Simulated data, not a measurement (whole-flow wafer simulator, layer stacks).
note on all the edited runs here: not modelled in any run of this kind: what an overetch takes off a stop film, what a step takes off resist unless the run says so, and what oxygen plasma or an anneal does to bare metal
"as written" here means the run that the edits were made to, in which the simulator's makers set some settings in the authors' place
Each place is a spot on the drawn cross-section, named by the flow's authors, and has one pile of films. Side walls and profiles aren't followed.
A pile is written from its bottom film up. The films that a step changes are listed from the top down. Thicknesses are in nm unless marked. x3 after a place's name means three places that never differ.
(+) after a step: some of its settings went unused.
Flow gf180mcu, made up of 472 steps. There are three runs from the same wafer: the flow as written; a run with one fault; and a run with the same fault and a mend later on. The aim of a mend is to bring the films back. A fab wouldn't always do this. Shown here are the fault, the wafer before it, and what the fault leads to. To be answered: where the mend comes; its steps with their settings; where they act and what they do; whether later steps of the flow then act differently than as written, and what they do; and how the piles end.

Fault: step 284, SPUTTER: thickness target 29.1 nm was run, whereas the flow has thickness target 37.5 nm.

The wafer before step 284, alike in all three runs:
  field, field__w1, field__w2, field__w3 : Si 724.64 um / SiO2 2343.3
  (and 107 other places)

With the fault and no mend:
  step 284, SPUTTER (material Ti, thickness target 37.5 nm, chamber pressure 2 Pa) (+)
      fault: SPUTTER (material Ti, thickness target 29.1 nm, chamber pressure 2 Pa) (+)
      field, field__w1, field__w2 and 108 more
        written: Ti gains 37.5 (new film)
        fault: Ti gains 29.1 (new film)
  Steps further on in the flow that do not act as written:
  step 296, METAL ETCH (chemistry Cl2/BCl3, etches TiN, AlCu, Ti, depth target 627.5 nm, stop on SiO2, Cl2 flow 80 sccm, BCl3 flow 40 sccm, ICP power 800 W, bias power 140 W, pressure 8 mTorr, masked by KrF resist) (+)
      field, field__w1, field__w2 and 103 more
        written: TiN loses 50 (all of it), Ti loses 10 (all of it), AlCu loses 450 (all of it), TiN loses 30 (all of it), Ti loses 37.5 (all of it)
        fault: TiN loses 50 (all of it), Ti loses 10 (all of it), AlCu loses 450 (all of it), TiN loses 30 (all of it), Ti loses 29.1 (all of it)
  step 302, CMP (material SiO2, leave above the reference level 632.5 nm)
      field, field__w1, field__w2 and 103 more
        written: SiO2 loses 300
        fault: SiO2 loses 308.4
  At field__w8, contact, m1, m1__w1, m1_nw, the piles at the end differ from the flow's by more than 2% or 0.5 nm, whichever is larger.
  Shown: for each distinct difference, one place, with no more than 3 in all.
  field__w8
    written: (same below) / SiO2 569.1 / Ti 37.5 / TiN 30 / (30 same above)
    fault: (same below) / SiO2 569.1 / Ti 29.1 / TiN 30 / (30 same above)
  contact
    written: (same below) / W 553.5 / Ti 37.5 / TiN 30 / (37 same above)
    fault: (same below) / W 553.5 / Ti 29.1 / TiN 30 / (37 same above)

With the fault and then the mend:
  After step 284 comes the mend.
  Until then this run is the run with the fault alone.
  step 284a, SPUTTER (material Ti, thickness target 8.4 nm, chamber pressure 2 Pa) (+) (a further turn of the flow's step 284, with different settings)
      field, field__w1, field__w2 and 108 more
        Ti gains 8.4
  Every later step of the flow that is run acts as written at every place that is followed.
  By the end, the piles equal the flow's at every place that both follow.
